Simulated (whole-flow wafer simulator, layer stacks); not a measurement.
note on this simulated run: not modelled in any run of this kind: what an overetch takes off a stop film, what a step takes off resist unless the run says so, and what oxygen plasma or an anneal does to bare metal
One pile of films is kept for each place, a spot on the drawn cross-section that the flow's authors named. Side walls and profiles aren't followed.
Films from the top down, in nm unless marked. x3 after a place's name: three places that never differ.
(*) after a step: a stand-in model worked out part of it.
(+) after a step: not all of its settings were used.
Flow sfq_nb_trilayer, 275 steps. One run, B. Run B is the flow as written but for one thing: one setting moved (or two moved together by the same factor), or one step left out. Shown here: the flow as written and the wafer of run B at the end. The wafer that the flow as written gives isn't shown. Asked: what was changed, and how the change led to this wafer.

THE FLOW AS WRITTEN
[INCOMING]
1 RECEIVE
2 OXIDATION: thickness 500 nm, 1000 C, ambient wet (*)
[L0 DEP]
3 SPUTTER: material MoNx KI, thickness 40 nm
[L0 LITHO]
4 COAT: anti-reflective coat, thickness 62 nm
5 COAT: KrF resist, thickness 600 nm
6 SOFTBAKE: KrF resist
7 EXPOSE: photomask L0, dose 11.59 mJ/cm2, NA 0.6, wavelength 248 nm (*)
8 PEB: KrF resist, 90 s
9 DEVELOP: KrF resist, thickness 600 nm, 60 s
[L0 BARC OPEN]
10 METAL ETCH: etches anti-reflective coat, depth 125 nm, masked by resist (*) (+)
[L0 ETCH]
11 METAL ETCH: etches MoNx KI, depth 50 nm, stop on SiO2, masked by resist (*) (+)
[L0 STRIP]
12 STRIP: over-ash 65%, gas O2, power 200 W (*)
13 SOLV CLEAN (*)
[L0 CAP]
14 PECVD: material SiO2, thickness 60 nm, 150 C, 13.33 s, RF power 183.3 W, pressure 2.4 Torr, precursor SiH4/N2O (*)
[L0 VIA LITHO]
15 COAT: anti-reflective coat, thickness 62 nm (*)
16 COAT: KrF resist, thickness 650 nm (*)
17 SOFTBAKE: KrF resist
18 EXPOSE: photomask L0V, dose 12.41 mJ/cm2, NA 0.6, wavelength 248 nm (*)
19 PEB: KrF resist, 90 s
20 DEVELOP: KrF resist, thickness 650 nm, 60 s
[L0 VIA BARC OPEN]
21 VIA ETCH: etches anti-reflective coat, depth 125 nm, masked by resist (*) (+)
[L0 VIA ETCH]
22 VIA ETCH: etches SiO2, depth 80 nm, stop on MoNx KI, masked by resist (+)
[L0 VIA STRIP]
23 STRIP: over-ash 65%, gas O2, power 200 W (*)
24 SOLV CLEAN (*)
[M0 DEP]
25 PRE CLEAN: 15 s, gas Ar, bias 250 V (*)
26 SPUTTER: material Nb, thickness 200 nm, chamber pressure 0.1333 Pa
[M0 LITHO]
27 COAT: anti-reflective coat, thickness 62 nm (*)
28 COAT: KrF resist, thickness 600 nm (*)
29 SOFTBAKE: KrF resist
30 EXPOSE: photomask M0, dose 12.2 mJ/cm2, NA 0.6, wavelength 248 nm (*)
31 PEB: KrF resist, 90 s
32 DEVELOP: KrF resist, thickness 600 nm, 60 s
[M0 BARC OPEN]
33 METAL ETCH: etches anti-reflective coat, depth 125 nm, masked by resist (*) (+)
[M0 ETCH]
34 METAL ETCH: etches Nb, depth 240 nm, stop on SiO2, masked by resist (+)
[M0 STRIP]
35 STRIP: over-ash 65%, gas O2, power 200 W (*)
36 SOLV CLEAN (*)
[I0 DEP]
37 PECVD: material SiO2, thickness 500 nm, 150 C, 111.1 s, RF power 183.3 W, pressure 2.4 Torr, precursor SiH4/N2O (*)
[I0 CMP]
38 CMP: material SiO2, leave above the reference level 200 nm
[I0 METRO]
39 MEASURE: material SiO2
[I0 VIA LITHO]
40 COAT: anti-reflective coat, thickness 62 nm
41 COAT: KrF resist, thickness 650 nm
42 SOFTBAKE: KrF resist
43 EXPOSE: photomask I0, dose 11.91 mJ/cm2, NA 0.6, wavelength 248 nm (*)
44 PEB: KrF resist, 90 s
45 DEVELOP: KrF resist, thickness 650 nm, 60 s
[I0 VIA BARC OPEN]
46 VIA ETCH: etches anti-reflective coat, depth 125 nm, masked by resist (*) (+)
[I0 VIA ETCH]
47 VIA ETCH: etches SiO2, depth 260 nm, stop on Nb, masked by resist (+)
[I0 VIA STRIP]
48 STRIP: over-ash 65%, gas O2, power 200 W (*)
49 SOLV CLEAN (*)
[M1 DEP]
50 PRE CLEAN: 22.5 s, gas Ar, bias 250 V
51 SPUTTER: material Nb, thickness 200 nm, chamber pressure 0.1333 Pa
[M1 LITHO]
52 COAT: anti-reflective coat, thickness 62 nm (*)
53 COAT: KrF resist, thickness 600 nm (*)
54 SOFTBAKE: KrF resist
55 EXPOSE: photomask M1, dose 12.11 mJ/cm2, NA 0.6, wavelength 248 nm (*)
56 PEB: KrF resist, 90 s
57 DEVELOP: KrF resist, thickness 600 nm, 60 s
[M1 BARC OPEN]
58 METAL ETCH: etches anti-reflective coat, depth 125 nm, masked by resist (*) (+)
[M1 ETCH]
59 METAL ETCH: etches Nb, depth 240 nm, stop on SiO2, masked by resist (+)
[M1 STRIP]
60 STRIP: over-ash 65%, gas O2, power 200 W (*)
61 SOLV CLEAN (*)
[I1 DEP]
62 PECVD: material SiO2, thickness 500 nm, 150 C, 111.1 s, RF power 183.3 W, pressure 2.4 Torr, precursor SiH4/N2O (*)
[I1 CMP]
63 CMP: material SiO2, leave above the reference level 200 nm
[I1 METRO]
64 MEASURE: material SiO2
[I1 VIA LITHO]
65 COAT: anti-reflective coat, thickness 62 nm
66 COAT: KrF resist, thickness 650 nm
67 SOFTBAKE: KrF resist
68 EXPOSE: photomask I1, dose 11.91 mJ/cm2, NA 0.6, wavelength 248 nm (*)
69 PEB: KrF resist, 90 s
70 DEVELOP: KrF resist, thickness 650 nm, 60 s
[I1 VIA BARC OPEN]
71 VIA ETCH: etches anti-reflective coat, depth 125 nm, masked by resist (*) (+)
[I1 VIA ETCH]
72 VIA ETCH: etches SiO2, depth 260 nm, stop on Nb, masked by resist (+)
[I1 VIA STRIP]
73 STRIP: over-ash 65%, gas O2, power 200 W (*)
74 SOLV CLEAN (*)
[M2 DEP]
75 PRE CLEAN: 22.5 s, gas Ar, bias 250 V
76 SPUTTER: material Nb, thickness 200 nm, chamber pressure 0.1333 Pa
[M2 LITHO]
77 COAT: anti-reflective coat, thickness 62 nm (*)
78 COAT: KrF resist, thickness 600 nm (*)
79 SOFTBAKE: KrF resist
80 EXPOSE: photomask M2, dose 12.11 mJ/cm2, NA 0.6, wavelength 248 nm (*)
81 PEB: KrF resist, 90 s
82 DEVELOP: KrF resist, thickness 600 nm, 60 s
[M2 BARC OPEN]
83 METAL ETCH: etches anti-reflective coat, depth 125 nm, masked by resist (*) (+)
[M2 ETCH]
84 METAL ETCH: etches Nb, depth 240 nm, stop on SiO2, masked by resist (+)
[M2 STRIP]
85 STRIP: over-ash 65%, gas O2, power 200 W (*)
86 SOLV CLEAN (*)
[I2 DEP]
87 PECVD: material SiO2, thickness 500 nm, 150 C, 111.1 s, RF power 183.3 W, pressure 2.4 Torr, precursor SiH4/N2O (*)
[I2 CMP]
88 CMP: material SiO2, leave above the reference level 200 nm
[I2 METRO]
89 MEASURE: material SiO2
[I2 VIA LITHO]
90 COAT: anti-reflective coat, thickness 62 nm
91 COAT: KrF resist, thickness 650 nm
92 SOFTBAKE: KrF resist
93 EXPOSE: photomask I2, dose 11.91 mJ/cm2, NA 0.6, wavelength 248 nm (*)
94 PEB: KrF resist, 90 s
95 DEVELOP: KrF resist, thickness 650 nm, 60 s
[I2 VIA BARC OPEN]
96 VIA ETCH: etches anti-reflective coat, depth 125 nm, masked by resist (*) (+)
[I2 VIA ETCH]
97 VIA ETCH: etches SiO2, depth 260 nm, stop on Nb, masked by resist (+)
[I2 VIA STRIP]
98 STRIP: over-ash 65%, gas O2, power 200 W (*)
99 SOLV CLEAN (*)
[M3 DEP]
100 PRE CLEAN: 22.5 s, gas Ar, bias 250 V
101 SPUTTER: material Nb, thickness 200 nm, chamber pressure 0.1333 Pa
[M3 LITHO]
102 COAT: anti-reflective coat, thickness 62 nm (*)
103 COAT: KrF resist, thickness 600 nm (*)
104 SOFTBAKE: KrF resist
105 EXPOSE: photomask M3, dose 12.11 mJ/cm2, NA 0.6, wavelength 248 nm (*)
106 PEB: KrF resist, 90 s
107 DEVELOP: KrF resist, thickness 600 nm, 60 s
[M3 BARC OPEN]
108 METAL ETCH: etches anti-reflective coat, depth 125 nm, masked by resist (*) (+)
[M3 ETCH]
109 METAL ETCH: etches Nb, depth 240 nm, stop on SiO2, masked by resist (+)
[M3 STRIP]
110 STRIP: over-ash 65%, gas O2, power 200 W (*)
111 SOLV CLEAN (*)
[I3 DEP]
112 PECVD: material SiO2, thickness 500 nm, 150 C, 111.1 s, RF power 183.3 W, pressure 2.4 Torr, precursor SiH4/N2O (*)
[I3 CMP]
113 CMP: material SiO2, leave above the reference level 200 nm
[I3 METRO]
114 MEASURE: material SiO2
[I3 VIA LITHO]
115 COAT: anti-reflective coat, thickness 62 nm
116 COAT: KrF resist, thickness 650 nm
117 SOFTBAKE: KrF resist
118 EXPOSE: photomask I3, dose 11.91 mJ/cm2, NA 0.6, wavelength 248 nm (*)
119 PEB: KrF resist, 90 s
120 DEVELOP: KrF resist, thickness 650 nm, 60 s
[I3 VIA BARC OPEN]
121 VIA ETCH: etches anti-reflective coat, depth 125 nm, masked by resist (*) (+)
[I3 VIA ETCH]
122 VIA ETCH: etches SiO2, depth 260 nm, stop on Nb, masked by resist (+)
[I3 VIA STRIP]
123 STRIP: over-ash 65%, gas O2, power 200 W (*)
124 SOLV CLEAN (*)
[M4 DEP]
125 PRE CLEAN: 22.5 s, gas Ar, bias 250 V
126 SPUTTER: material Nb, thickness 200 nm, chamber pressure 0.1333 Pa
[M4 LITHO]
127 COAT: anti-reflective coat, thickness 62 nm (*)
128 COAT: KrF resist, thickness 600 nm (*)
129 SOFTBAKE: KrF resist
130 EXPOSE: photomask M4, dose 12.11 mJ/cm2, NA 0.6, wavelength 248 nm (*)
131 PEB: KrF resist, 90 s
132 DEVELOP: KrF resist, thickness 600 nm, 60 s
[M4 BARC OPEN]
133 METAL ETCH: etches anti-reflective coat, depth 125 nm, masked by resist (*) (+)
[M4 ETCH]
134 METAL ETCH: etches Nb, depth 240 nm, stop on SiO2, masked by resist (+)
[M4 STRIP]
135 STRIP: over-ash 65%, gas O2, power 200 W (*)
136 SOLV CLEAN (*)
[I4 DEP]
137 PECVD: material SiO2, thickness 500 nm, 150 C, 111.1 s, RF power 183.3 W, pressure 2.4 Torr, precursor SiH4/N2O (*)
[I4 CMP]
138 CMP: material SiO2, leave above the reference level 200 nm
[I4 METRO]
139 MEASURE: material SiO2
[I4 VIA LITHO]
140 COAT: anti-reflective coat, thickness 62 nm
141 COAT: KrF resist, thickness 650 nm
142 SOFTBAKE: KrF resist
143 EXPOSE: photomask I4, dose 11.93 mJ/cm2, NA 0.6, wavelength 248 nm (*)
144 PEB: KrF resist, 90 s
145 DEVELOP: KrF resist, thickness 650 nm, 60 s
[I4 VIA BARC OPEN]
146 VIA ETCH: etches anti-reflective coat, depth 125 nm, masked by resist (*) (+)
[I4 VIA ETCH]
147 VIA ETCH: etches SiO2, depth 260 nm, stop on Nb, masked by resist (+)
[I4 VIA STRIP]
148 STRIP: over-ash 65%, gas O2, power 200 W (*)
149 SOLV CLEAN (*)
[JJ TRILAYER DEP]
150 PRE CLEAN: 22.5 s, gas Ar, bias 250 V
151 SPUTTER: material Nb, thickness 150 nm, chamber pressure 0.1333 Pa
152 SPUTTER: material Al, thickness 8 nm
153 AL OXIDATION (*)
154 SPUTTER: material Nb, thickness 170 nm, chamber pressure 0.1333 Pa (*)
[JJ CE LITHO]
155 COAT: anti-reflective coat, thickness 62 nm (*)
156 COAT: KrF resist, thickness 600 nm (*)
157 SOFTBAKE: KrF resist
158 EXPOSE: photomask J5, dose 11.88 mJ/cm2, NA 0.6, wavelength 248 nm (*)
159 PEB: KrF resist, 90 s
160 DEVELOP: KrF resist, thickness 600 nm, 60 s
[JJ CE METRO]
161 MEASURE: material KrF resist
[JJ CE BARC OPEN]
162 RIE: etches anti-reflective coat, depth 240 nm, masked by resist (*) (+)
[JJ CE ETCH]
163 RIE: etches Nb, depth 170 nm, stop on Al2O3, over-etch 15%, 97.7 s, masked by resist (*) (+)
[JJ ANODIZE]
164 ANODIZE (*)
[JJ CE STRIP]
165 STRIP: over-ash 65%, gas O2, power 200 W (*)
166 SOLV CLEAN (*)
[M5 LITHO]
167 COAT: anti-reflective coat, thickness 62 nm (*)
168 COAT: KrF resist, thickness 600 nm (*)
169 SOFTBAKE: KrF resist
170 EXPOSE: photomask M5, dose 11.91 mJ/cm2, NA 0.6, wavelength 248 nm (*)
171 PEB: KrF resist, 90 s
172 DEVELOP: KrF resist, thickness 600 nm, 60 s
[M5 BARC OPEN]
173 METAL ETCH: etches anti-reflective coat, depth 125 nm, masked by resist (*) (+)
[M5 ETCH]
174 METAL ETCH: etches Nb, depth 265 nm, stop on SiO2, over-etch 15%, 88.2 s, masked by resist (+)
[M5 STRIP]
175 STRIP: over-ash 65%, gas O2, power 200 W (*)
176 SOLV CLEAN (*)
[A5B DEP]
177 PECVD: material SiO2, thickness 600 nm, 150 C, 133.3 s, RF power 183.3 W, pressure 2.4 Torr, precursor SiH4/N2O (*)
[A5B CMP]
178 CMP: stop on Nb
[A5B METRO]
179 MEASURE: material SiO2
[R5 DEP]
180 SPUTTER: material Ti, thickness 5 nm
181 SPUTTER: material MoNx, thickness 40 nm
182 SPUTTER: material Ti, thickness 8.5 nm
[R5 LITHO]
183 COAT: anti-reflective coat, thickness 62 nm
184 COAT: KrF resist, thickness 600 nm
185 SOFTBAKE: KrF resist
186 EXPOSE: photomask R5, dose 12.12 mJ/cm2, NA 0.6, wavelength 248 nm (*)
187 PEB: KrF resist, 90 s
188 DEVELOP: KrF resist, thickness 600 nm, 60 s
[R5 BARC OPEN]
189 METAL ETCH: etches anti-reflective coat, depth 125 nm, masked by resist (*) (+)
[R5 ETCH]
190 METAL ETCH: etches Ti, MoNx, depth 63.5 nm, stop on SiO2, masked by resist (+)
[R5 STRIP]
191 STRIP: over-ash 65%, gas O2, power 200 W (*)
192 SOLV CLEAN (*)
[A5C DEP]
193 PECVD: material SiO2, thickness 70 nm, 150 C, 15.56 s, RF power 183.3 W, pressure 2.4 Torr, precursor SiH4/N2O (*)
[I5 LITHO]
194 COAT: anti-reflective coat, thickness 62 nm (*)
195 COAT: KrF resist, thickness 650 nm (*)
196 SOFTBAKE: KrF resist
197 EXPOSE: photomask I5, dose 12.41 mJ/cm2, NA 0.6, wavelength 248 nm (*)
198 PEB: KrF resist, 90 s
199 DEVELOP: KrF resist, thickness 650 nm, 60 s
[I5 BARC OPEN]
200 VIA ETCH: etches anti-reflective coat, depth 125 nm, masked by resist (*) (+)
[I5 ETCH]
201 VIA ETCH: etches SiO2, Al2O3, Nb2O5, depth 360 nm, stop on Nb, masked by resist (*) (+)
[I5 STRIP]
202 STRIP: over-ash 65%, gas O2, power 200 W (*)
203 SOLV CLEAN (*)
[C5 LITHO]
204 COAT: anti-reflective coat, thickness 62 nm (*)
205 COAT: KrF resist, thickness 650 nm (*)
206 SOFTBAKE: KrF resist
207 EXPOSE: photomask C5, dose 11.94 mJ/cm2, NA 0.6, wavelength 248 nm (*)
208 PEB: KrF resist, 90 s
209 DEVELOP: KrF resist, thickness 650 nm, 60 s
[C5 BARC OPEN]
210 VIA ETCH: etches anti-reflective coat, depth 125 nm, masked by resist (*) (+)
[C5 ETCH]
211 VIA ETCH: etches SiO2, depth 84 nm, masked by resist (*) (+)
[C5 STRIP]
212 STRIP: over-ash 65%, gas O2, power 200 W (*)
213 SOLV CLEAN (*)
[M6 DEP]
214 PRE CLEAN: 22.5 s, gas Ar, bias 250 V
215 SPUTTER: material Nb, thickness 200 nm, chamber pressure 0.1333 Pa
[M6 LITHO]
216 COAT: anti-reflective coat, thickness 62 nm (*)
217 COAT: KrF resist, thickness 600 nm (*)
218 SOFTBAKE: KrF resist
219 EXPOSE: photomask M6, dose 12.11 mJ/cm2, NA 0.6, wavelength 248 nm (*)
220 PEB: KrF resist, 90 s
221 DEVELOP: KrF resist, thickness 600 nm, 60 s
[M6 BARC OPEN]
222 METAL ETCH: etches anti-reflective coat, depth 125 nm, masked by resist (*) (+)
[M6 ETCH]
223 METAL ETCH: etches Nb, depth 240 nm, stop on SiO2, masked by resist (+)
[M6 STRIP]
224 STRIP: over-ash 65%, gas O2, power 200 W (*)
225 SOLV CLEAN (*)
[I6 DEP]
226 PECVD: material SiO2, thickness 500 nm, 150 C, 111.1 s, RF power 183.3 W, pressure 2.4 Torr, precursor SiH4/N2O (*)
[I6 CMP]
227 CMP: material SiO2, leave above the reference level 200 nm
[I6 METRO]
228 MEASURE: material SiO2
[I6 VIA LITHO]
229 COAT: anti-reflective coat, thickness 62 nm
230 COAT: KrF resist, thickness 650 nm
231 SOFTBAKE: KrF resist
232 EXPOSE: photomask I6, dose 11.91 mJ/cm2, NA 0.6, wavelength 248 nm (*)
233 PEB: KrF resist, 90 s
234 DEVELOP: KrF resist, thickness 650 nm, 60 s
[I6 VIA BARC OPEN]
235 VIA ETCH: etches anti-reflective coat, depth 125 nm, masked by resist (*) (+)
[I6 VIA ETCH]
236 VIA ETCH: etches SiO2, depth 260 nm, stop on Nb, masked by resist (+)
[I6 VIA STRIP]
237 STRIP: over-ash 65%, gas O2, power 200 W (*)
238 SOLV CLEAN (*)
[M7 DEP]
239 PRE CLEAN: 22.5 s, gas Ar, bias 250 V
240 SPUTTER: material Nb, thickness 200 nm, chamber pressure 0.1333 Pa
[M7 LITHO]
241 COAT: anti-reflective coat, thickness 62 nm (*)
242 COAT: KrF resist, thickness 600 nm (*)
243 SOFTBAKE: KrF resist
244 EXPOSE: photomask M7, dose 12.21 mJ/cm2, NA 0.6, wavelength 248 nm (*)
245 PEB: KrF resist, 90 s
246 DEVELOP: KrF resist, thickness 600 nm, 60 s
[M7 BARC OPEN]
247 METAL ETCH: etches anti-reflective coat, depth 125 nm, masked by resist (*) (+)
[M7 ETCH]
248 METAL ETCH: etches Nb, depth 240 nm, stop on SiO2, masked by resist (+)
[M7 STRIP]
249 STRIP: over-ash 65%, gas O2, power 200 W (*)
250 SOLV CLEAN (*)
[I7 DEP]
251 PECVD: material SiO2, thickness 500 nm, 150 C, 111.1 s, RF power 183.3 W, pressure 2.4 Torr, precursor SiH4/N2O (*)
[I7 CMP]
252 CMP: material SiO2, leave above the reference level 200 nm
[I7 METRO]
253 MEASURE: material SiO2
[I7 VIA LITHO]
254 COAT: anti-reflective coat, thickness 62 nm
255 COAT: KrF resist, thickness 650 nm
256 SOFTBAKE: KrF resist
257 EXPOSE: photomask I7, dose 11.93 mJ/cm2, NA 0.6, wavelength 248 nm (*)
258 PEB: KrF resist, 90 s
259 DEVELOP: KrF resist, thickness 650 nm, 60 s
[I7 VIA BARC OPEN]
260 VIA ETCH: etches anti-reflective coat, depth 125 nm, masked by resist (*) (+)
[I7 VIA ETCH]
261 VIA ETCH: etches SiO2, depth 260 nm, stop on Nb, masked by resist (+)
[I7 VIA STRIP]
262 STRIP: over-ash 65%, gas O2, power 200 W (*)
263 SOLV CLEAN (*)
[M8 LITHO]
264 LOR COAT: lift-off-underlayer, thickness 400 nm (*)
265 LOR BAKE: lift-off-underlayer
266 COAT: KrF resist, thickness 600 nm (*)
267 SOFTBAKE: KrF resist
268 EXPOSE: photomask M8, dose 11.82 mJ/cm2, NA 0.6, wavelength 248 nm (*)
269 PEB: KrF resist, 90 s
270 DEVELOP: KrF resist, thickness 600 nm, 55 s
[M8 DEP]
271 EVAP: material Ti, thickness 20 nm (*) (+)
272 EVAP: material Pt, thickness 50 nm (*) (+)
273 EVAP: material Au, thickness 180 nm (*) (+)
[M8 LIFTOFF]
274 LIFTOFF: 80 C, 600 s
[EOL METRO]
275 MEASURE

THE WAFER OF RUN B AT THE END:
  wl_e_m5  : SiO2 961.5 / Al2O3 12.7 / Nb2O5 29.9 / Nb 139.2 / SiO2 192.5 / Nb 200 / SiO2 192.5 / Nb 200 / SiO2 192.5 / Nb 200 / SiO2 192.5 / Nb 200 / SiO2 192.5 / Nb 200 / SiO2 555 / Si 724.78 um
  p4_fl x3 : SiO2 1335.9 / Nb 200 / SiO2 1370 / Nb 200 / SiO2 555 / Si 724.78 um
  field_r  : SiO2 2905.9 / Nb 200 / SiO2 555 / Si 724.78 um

The cause: step 240, SPUTTER: thickness 160 nm was run, where the flow has thickness 200 nm.

How the change led to this, step by step:
  240 SPUTTER: material Nb, thickness 200 nm, chamber pressure 0.1333 Pa
      field_l, v_sur, via_wl and 102 more: Nb +160 (new film) (as written it would be: Nb +200 (new film))
      via_v: Nb +128.8 (as written it would be: Nb +161.1)
  248 METAL ETCH: etches Nb, depth 240 nm, stop on SiO2, masked by resist (+)
      field_l, field_r, lsp_l and 62 more: Nb -160 (all of it) (as written it would be: Nb -200 (all of it))
  251 PECVD: material SiO2, thickness 500 nm, 150 C, 111.1 s, RF power 183.3 W, pressure 2.4 Torr, precursor SiH4/N2O (*)
      m7r_space_l x2: SiO2 +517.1 (as written it would be: SiO2 +557.1)
  252 CMP: material SiO2, leave above the reference level 200 nm
      field_l, p4_fl x3, p4_w1 x9 and 46 more: SiO2 -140 (as written it would be: SiO2 -100)
      field_r, lsp_l: SiO2 -122.1 (as written it would be: SiO2 -77.7)
      (and at 3 more places)
